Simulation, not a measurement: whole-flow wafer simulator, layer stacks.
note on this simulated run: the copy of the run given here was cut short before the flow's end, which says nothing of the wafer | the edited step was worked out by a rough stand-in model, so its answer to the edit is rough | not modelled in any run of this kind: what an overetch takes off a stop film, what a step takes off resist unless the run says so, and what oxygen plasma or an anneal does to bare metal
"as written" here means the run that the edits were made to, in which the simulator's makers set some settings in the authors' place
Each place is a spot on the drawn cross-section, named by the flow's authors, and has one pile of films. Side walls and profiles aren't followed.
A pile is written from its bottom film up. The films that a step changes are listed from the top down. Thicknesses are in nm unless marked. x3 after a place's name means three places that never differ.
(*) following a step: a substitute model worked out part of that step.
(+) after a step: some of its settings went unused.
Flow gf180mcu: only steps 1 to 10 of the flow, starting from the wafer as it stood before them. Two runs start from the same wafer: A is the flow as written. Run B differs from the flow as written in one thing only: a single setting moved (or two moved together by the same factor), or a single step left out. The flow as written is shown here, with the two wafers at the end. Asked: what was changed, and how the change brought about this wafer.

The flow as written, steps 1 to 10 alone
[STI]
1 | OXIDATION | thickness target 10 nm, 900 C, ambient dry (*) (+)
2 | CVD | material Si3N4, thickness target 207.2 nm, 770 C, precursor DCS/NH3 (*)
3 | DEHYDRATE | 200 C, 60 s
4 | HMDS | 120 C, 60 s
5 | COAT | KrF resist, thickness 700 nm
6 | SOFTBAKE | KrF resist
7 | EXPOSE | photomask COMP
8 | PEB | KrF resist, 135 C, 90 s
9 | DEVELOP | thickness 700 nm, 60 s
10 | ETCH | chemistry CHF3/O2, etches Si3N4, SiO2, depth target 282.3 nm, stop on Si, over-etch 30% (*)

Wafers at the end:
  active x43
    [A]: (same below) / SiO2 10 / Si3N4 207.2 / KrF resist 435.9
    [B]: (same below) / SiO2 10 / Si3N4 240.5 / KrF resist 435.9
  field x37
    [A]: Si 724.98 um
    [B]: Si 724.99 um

Cause: step 2, CVD: thickness target 240.5 nm was run, while the flow as written has thickness target 207.2 nm.
The wafer itself shows it: active x43 has Si3N4 240.5, and step 2 as written asks for 207.2 nm.

The path from the change to this, step by step:
  2 | CVD | material Si3N4, thickness target 207.2 nm, 770 C, precursor DCS/NH3 (*)
      field x37, active x43: A Si3N4 gains 207.2 (new film) | B Si3N4 gains 240.5 (new film)
  10 | ETCH | chemistry CHF3/O2, etches Si3N4, SiO2, depth target 282.3 nm, stop on Si, over-etch 30% (*)
      field x37: A Si3N4 loses 207.2 (all of it), SiO2 loses 10 (all of it), Si loses 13 | B Si3N4 loses 240.5 (all of it), SiO2 loses 10 (all of it), Si loses 6.36
